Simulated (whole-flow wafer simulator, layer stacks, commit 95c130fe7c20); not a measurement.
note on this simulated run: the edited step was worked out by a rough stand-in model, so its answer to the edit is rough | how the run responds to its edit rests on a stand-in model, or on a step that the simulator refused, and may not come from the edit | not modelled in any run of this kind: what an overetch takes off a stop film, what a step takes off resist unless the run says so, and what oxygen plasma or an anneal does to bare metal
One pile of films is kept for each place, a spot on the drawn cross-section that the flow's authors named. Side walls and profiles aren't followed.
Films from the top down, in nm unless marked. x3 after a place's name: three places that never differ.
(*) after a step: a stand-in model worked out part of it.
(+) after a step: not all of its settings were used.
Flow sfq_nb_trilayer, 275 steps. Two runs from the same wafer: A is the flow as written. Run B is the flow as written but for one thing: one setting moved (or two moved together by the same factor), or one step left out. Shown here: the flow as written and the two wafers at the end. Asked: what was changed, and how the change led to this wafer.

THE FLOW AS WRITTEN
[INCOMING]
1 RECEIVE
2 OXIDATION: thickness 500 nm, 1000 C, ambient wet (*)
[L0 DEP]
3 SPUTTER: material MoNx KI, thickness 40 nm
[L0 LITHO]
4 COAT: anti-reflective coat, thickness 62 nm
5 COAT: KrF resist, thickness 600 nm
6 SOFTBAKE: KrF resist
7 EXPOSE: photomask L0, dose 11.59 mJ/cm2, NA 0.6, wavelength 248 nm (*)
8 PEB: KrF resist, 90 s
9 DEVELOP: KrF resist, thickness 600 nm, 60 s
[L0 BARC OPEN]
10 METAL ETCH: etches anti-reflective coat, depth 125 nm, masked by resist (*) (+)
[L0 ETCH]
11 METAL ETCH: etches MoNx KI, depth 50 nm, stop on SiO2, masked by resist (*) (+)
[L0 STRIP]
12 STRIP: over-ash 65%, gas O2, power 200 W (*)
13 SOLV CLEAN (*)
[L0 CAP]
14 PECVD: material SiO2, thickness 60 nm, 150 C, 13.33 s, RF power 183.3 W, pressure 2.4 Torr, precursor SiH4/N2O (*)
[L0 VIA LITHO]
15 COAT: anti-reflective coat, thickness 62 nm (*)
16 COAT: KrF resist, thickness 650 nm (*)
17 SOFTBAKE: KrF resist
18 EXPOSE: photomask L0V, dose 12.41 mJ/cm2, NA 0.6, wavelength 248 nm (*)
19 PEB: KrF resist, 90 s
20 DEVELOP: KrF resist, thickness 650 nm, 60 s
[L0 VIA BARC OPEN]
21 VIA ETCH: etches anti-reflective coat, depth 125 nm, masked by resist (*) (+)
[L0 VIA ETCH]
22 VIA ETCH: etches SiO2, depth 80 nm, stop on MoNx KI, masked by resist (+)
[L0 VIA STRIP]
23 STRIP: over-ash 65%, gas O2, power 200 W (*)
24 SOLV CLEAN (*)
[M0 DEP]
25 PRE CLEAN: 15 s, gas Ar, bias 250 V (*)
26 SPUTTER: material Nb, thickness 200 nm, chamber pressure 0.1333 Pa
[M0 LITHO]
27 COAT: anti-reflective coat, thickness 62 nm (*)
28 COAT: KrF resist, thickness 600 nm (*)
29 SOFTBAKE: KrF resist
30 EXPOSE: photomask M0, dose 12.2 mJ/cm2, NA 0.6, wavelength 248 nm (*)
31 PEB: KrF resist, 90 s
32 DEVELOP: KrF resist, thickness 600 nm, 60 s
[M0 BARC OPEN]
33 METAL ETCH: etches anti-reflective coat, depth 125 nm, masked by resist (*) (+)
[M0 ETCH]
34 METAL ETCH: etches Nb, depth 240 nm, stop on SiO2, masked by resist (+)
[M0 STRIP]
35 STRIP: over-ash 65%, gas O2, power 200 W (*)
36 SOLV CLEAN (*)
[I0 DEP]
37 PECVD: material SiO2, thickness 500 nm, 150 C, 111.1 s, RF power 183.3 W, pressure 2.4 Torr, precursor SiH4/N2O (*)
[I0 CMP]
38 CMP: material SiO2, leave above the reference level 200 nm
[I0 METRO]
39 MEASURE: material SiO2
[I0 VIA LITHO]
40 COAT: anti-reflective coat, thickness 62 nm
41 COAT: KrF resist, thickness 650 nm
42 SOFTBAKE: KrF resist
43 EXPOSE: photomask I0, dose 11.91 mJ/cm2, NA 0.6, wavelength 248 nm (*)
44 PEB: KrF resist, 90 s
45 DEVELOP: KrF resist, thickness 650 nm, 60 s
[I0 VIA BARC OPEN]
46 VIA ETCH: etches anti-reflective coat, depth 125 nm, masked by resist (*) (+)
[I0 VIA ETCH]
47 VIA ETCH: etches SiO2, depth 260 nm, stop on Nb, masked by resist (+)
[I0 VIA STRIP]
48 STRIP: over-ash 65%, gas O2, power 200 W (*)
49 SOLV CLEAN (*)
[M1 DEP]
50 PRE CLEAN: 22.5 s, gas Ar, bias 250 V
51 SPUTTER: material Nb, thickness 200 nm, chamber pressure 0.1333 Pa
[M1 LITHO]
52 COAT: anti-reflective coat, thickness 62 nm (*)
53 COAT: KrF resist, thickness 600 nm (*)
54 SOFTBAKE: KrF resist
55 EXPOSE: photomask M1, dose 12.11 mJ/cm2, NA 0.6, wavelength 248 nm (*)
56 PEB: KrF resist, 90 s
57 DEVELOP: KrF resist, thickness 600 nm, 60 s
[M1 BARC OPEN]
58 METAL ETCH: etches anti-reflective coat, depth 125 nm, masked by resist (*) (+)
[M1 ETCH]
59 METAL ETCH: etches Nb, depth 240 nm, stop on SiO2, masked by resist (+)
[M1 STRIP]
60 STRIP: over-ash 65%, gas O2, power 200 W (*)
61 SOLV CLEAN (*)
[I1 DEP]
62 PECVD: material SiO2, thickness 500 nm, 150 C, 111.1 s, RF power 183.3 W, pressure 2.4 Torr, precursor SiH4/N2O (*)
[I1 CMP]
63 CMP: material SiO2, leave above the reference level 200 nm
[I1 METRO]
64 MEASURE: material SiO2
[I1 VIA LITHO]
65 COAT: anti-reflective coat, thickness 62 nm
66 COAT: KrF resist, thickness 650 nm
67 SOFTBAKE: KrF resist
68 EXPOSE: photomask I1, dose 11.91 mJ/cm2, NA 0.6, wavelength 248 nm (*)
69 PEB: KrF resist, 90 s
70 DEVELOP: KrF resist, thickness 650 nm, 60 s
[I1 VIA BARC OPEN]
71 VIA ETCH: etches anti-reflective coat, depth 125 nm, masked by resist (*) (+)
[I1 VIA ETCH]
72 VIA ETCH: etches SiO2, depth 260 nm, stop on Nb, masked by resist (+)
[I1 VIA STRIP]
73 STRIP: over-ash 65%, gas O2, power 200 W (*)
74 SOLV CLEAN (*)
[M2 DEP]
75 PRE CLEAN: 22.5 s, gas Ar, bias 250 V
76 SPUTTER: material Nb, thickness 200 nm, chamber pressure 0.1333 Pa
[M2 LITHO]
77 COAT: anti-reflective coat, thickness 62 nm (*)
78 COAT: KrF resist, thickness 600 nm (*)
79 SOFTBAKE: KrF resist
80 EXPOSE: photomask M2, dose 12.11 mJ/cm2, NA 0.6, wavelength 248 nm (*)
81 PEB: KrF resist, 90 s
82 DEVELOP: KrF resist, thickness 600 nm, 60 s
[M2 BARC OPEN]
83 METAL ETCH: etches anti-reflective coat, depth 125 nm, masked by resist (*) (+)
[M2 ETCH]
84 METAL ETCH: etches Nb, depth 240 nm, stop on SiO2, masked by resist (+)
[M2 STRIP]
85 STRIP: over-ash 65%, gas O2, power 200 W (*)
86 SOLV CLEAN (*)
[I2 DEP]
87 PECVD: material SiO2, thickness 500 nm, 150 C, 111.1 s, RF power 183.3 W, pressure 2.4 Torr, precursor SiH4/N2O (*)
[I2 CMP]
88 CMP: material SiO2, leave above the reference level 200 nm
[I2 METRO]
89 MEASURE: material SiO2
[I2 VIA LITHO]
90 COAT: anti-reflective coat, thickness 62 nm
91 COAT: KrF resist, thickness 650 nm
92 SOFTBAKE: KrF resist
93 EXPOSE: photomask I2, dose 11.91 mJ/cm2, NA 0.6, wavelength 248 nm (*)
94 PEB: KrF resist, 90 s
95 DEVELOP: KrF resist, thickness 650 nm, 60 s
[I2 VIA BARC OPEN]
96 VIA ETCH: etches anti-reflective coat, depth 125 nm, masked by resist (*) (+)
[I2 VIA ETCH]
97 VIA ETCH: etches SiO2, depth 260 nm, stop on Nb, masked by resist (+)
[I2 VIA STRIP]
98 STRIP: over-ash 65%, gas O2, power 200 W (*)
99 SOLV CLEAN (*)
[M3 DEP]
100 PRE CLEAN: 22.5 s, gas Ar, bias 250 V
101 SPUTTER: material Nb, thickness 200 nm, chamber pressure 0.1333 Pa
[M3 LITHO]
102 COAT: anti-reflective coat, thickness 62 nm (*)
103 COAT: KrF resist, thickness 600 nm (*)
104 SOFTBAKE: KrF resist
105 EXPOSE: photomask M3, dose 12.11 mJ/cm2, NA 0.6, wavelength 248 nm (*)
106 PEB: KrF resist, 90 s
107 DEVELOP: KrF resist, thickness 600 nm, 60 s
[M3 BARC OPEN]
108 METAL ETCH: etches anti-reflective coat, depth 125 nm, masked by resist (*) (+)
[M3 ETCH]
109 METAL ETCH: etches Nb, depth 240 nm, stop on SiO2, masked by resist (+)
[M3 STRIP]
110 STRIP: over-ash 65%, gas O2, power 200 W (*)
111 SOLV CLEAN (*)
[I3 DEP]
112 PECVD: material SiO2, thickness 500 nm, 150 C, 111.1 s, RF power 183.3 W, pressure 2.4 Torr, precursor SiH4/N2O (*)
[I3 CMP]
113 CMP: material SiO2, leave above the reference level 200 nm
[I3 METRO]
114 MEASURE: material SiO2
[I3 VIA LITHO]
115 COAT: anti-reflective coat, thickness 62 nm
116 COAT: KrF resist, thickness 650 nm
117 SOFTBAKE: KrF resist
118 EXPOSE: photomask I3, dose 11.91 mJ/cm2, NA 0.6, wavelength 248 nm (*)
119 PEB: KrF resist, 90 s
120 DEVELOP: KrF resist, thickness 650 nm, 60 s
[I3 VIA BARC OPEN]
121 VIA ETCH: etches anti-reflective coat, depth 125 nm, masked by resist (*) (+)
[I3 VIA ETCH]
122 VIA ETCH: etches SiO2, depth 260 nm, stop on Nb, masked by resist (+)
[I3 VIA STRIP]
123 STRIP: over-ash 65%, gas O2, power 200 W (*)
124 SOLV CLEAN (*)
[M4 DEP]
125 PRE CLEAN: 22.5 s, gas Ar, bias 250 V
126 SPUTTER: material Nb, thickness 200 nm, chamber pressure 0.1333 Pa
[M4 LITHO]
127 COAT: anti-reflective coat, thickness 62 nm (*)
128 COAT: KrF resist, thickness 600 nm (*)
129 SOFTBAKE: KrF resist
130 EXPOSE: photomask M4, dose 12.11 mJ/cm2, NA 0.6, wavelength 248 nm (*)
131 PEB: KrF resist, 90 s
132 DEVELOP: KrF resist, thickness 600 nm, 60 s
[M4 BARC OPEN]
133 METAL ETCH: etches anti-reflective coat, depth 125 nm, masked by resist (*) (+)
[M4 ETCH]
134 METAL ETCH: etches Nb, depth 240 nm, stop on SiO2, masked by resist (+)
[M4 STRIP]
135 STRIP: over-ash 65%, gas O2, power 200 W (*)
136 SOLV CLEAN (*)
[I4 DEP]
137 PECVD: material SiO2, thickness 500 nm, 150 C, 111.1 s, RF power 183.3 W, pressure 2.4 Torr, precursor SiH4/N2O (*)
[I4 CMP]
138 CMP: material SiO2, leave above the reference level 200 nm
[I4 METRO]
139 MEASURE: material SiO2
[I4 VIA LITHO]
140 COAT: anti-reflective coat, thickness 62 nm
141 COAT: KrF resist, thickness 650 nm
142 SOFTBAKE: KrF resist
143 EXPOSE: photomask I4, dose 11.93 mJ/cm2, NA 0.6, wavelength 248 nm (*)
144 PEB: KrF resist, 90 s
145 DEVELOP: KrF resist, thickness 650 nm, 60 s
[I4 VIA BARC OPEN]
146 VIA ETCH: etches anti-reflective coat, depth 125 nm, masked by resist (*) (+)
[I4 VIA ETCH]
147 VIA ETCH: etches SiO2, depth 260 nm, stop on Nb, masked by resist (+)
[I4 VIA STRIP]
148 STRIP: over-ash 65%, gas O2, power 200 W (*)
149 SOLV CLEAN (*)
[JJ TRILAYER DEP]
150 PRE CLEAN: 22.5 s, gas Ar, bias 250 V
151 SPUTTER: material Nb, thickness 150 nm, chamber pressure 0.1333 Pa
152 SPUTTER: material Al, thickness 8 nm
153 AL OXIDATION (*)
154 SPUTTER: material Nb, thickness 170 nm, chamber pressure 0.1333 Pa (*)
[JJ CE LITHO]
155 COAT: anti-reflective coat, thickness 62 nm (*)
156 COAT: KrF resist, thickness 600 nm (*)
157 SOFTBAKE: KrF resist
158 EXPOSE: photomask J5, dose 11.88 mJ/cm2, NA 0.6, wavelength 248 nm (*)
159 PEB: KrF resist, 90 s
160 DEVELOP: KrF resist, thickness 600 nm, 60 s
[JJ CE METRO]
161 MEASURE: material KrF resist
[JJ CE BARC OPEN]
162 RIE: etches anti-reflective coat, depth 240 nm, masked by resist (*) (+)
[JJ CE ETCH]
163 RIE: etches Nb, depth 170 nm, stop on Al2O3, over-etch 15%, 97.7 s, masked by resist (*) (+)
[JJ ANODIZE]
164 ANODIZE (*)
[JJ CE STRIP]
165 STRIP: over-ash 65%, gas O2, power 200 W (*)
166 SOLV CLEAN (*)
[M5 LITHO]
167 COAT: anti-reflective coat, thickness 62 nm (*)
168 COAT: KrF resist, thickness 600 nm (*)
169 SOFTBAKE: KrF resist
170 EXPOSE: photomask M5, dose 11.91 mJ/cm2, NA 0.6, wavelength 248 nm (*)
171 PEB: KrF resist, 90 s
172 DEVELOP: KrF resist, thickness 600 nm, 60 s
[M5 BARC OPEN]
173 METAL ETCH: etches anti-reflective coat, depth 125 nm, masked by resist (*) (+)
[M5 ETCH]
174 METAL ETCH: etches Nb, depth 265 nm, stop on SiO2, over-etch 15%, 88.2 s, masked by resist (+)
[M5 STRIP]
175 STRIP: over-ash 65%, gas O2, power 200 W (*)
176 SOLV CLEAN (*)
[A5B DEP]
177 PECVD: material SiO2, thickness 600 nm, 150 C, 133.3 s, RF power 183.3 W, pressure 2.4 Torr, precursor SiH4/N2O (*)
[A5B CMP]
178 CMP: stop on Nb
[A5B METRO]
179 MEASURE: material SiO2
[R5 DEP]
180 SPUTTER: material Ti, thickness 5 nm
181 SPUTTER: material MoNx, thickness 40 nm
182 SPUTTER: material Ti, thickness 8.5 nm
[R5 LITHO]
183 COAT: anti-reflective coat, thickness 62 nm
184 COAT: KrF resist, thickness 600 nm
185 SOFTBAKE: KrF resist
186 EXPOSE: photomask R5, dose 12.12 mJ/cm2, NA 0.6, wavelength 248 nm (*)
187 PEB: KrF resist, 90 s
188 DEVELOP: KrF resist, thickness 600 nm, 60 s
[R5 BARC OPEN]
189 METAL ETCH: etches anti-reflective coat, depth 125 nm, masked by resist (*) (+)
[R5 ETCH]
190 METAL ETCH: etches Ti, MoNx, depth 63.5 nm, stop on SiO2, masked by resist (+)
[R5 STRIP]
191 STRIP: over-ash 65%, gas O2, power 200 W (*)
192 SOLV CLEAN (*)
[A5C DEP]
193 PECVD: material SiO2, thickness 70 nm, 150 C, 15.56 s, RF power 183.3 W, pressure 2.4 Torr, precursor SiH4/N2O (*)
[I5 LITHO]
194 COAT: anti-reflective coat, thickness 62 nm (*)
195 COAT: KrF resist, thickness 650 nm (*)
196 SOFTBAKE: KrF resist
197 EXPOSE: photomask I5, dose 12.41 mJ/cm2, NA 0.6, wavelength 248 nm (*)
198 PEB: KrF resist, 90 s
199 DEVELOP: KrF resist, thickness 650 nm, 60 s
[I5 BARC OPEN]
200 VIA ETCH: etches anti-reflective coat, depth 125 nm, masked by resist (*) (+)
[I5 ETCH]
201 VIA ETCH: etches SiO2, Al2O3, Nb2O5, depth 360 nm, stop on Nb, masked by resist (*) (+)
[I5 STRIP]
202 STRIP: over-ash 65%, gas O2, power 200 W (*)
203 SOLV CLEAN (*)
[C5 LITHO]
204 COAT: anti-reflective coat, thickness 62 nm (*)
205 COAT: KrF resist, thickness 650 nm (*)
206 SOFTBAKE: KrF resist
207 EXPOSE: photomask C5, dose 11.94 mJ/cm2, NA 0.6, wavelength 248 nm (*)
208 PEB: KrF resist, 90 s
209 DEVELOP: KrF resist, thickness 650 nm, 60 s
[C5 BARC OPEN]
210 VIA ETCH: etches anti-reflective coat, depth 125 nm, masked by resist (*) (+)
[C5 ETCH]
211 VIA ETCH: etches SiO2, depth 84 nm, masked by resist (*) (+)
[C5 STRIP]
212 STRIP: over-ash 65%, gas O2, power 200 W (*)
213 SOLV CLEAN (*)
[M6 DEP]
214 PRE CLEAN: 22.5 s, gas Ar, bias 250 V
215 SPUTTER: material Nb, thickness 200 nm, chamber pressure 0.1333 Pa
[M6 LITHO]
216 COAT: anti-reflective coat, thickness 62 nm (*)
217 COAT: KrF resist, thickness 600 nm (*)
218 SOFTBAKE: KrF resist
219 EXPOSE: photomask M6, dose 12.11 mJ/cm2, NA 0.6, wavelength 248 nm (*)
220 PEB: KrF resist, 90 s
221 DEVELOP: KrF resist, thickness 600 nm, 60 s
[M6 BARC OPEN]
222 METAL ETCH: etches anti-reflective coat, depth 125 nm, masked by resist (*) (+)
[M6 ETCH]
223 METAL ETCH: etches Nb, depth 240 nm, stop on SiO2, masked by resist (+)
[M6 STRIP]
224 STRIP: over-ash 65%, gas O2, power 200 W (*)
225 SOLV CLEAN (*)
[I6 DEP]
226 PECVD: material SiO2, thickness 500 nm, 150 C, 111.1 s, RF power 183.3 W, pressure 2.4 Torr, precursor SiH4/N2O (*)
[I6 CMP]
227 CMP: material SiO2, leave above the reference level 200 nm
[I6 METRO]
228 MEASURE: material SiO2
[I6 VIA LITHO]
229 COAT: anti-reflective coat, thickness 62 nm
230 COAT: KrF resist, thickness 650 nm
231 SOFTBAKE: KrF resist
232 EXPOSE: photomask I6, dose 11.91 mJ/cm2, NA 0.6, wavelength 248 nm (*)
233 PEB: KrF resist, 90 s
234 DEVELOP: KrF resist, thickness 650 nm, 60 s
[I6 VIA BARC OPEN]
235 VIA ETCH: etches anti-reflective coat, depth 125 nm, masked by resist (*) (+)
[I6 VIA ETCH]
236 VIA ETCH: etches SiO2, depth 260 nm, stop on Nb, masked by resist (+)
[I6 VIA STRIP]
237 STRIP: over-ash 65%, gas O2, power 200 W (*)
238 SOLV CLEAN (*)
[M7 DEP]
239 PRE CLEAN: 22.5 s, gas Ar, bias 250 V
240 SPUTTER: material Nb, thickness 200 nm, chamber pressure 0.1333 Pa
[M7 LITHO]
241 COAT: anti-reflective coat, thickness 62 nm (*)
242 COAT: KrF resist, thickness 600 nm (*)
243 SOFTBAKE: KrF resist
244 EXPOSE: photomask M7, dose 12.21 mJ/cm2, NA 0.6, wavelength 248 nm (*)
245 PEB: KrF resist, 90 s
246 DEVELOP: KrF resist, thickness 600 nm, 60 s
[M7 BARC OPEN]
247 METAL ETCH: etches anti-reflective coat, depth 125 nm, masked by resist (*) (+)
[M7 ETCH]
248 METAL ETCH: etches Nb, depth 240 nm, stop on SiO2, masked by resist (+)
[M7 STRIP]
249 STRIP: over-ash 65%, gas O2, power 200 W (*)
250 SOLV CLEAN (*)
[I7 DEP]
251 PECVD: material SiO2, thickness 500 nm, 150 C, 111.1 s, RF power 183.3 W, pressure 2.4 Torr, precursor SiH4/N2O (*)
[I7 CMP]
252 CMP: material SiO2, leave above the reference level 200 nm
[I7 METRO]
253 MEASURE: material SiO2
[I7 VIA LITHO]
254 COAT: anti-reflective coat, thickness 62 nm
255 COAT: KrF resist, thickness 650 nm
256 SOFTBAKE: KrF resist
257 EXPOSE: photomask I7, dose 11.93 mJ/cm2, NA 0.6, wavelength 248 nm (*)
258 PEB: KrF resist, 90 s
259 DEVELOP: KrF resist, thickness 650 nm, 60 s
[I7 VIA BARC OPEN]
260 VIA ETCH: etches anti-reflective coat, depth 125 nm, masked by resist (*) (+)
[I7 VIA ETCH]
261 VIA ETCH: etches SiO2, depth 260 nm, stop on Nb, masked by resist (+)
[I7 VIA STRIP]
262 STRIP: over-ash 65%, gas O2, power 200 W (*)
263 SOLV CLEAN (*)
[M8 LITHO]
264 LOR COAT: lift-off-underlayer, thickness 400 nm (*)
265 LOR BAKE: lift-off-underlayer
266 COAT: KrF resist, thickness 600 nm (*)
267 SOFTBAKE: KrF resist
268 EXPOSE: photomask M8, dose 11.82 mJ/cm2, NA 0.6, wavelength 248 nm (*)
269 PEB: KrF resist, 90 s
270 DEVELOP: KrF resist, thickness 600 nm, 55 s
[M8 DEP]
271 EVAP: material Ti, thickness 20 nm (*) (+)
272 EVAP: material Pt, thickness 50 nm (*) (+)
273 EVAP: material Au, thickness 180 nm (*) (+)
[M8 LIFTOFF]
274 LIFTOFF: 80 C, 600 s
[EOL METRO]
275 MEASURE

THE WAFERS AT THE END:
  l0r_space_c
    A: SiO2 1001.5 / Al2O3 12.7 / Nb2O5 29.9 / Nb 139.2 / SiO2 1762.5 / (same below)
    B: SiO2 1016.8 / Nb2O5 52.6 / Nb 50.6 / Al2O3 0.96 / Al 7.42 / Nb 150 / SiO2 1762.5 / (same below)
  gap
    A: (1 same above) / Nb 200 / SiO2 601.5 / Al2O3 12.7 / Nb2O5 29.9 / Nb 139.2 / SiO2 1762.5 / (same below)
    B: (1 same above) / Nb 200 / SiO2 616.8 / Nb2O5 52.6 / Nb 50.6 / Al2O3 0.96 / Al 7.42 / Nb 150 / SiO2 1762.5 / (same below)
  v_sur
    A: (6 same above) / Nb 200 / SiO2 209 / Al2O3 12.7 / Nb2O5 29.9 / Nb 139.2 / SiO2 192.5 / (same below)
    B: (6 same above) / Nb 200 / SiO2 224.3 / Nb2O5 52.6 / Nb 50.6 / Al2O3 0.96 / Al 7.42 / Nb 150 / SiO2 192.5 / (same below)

The cause: step 154, SPUTTER: thickness 265 nm was run, where the flow has thickness 170 nm.

How the change led to this, step by step:
  154 SPUTTER: material Nb, thickness 170 nm, chamber pressure 0.1333 Pa (*)
      field_l, v_sur, via_sp and 100 more: A Nb +170 (new film) | B Nb +265 (new film)
      via_wl, via_wr: A Nb +140.7 (new film) | B Nb +220.2 (new film)
      (and at 1 more place)
  155 COAT: anti-reflective coat, thickness 62 nm (*)
      via_wl, via_wr: A anti-reflective coat +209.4 (new film) | B anti-reflective coat +239.1 (new film)
      via_w: A anti-reflective coat +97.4 (new film) | B anti-reflective coat +107.4 (new film)
  156 COAT: KrF resist, thickness 600 nm (*)
      via_wl: A KrF resist +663 (new film) | B KrF resist +649 (new film)
      via_wr: A KrF resist +663.2 (new film) | B KrF resist +649.1 (new film)
  160 DEVELOP: KrF resist, thickness 600 nm, 60 s
      via_wl: A KrF resist -661.6 (all of it) | B KrF resist -647.6 (all of it)
      via_wr: A KrF resist -661.8 (all of it) | B KrF resist -647.8 (all of it)
  162 RIE: etches anti-reflective coat, depth 240 nm, masked by resist (*) (+)
      ce_l, c5j, ce_r, wl_jj: A KrF resist -209.4 | B KrF resist -239.1
      via_wl, via_wr: A anti-reflective coat -209.4 (all of it) | B anti-reflective coat -239.1 (all of it)
      (and at 1 more place)
  163 RIE: etches Nb, depth 170 nm, stop on Al2O3, over-etch 15%, 97.7 s, masked by resist (*) (+)
      field_l, v_sur, via_sp and 96 more: A Nb -170 (all of it), Al2O3 -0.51 | B Nb -195.5
      via_wl, via_wr: A Nb -140.7 (all of it), Al2O3 -0.96 (all of it) | B Nb -195.5
      (and at 1 more place)
  164 ANODIZE (*)
      field_l, v_sur, via_sp and 96 more: A Al2O3 +12.2, Nb2O5 +29.9 (new film), Al -7.42 (all of it), Nb -10.8 | B Nb2O5 +52.6 (new film), Nb -18.9
      via_wl, via_wr: A Al2O3 +7.52 (new film), Nb2O5 +39.2 (new film), Al -4.56 (all of it), Nb -14.1 | B Nb2O5 +52.6 (new film), Nb -18.9
      (and at 1 more place)
  165 STRIP: over-ash 65%, gas O2, power 200 W (*)
      ce_l: A KrF resist -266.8 (all of it), anti-reflective coat -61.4 (all of it) | B KrF resist -237.1 (all of it), anti-reflective coat -61.4 (all of it)
      c5j: A KrF resist -266.9 (all of it), anti-reflective coat -61.5 (all of it) | B KrF resist -237.1 (all of it), anti-reflective coat -61.5 (all of it)
      (and at 2 more places)
  167 COAT: anti-reflective coat, thickness 62 nm (*)
      wl_j_sl, wl_j_sr: A anti-reflective coat +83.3 (new film) | B anti-reflective coat +85.4 (new film)
      via_wl: A anti-reflective coat +170.5 (new film) | B anti-reflective coat +234.5 (new film)
      (and at 8 more places)
  168 COAT: KrF resist, thickness 600 nm (*)
      via_wl: A KrF resist +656 (new film) | B KrF resist +636.1 (new film)
      via_w: A KrF resist +732.6 (new film) | B KrF resist +754.8 (new film)
      (and at 1 more place)
  174 METAL ETCH: etches Nb, depth 265 nm, stop on SiO2, over-etch 15%, 88.2 s, masked by resist (+)
      field_l, r_sur, res and 50 more: A Al2O3 -12.6 (all of it), Nb2O5 -29.9 (all of it), Nb -139.2 (all of it), SiO2 -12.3 | B Nb2O5 -52.6 (all of it), Nb -50.6 (all of it), Al2O3 -0.96 (all of it), Al -7.42 (all of it), Nb -150 (all of it)
  175 STRIP: over-ash 65%, gas O2, power 200 W (*)
      via_wl: A KrF resist -427 (all of it), anti-reflective coat -170.5 (all of it) | B KrF resist -407.2 (all of it), anti-reflective coat -234.5 (all of it)
      via_w: A KrF resist -503.5 (all of it), anti-reflective coat -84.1 (all of it) | B KrF resist -525.6 (all of it), anti-reflective coat -101.4 (all of it)
      (and at 9 more places)
  177 PECVD: material SiO2, thickness 600 nm, 150 C, 133.3 s, RF power 183.3 W, pressure 2.4 Torr, precursor SiH4/N2O (*)
      via_wl, via_wr: A SiO2 +600 (new film) | B SiO2 +666.6 (new film)
      via_w: A SiO2 +600 (new film) | B SiO2 +664.1 (new film)
  178 CMP: stop on Nb
      v_sur, via_sp, via_v and 43 more: A SiO2 -453.5 | B SiO2 -438.2
      field_l, p4_fl, p4_fm and 39 more: A SiO2 -259.3 | B SiO2 -176.6
      (and at 11 more places)
  201 VIA ETCH: etches SiO2, Al2O3, Nb2O5, depth 360 nm, stop on Nb, masked by resist (*) (+)
      be: A SiO2 -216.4 (all of it), Al2O3 -12.7 (all of it), Nb2O5 -29.9 (all of it) | B SiO2 -231.6 (all of it), Nb2O5 -52.6 (all of it)
  204 COAT: anti-reflective coat, thickness 62 nm (*)
      be: A anti-reflective coat +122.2 (new film) | B anti-reflective coat +125.9 (new film)
  ... 6 more steps ...
  226 PECVD: material SiO2, thickness 500 nm, 150 C, 111.1 s, RF power 183.3 W, pressure 2.4 Torr, precursor SiH4/N2O (*)
      be: A SiO2 +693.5 (new film) | B SiO2 +724.4 (new film)
Counting metal films that touch as one body, l0r_space_c has 3 bodies (between them, from the top down: Al2O3 0.96; SiO2 1762.5); the flow as written gives 2 bodies (between them, from the top down: SiO2 1762.5).
Counting metal films that touch as one body, gap has 4 bodies (between them, from the top down: SiO2 616.8 / Nb2O5 52.6; Al2O3 0.96; SiO2 1762.5); the flow as written gives 3 bodies (between them, from the top down: SiO2 601.5 / Al2O3 12.7 / Nb2O5 29.9; SiO2 1762.5).
Counting metal films that touch as one body, v_sur has 10 bodies (between them, from the top down: SiO2 200; SiO2 192.5; SiO2 224.3 / Nb2O5 52.6; Al2O3 0.96; SiO2 192.5; SiO2 192.5; SiO2 192.5; SiO2 192.5; SiO2 192.5); the flow as written gives 9 bodies (between them, from the top down: SiO2 200; SiO2 192.5; SiO2 209 / Al2O3 12.7 / Nb2O5 29.9; SiO2 192.5; SiO2 192.5; SiO2 192.5; SiO2 192.5; SiO2 192.5).
